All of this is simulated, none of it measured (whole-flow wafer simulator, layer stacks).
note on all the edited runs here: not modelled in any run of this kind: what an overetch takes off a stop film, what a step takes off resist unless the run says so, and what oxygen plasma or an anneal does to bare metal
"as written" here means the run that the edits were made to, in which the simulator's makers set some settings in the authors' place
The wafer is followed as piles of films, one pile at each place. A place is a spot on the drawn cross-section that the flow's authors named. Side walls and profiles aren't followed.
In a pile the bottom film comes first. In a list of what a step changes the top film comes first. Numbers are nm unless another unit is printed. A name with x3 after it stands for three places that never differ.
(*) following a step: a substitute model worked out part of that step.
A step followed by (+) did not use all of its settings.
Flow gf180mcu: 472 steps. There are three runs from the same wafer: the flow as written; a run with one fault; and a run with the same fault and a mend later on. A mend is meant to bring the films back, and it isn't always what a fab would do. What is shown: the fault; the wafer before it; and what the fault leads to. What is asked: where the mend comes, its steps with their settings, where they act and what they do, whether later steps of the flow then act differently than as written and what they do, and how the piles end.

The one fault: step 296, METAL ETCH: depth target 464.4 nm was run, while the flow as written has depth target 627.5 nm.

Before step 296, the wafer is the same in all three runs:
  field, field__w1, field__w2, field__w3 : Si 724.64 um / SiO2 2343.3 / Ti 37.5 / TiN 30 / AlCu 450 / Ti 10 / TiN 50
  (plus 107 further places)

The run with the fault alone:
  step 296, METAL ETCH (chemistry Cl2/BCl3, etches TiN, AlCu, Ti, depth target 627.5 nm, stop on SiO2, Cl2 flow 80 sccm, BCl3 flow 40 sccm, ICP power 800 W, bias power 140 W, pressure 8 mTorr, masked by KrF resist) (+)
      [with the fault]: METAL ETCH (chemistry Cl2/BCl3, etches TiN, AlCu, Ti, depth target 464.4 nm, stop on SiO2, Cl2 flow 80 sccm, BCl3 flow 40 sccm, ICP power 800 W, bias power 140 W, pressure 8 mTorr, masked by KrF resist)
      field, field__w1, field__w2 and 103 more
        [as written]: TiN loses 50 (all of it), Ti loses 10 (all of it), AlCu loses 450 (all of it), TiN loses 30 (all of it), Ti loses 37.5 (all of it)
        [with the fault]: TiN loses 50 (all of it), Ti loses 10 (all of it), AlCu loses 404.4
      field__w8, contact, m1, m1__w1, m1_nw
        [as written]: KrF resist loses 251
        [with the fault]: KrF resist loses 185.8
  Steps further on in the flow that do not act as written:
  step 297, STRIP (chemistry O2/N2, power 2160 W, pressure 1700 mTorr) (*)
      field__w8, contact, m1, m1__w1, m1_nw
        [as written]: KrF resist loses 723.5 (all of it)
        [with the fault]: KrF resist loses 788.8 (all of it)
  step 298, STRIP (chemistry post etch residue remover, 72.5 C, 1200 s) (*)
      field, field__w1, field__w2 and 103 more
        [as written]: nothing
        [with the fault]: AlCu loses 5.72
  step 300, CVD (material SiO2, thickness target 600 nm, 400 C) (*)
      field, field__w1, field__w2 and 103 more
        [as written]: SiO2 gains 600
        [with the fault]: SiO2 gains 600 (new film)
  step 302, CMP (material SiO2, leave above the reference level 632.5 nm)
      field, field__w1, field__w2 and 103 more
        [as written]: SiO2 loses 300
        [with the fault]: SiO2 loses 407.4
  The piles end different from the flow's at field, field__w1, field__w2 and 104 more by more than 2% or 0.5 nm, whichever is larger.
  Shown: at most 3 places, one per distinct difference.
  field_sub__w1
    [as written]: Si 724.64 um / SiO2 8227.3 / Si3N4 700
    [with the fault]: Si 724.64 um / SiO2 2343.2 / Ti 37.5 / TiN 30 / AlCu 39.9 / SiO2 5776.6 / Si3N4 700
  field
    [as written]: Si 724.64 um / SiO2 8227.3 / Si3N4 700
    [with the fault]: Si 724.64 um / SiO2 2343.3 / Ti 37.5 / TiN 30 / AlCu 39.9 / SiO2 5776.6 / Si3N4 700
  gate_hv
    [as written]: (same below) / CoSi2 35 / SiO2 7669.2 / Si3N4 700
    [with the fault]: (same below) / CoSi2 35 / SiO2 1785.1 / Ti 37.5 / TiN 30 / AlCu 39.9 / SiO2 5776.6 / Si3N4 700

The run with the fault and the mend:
  The mend stands after step 296.
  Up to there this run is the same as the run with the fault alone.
  step 296a, METAL ETCH (chemistry Cl2/BCl3, etches TiN, AlCu, Ti, depth target 163.1 nm, stop on SiO2, Cl2 flow 80 sccm, BCl3 flow 40 sccm, ICP power 800 W, bias power 140 W, pressure 8 mTorr, masked by KrF resist) (+) (a further turn of the flow's step 296, with different settings)
      field, field__w1, field__w2 and 103 more
        AlCu loses 45.6 (all of it), TiN loses 30 (all of it), Ti loses 37.5 (all of it)
      field__w8, contact, m1, m1__w1, m1_nw
        KrF resist loses 65.2
  Every later step of the flow that is run acts as written at every place that is followed.
  By the end, the piles equal the flow's at every place that both follow.
